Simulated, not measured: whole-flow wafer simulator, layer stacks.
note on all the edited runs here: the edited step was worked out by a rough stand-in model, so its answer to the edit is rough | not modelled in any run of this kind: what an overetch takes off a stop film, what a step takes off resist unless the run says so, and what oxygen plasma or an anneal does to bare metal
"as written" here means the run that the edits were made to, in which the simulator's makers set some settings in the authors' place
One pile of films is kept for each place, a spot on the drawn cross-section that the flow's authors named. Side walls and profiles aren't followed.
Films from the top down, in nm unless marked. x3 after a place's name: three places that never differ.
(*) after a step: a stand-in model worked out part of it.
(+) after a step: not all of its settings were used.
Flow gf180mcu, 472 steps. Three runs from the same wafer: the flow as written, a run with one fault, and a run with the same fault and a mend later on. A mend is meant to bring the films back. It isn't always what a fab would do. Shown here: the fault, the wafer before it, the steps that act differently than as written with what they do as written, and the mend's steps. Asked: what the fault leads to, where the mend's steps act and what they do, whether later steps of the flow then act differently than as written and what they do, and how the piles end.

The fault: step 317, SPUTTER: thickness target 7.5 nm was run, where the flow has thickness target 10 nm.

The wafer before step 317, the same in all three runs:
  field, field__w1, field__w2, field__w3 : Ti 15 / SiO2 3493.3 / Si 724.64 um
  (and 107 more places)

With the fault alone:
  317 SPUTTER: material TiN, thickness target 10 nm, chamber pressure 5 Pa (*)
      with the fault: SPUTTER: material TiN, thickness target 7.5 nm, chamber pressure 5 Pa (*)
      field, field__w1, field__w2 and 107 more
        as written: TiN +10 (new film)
        with the fault: TiN +7.5 (new film)
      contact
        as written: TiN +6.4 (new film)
        with the fault: TiN +4.81 (new film)
  Later steps of the flow that act differently than as written (1 more step differs only slightly, by at most 2% or 0.5 nm, whichever is larger, and isn't shown):
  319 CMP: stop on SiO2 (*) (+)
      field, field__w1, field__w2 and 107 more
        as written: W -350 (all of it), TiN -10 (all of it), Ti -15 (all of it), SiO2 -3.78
        with the fault: W -350 (all of it), TiN -7.5 (all of it), Ti -15 (all of it), SiO2 -3.76
  At the end the piles differ from the flow's by more than 2% or 0.5 nm, whichever is larger, at contact.
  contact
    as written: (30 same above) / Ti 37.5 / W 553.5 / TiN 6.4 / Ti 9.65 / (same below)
    with the fault: (30 same above) / Ti 37.5 / W 555.1 / TiN 4.81 / Ti 9.65 / (same below)

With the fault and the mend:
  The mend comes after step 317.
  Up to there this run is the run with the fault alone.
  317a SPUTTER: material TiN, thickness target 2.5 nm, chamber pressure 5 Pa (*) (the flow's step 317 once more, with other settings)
      field, field__w1, field__w2 and 107 more
        TiN +2.5
      contact
        TiN +1.6
  No later step of the flow acts differently than as written at any place that is followed.
  At the end the piles are the same as the flow's at every place that both follow.
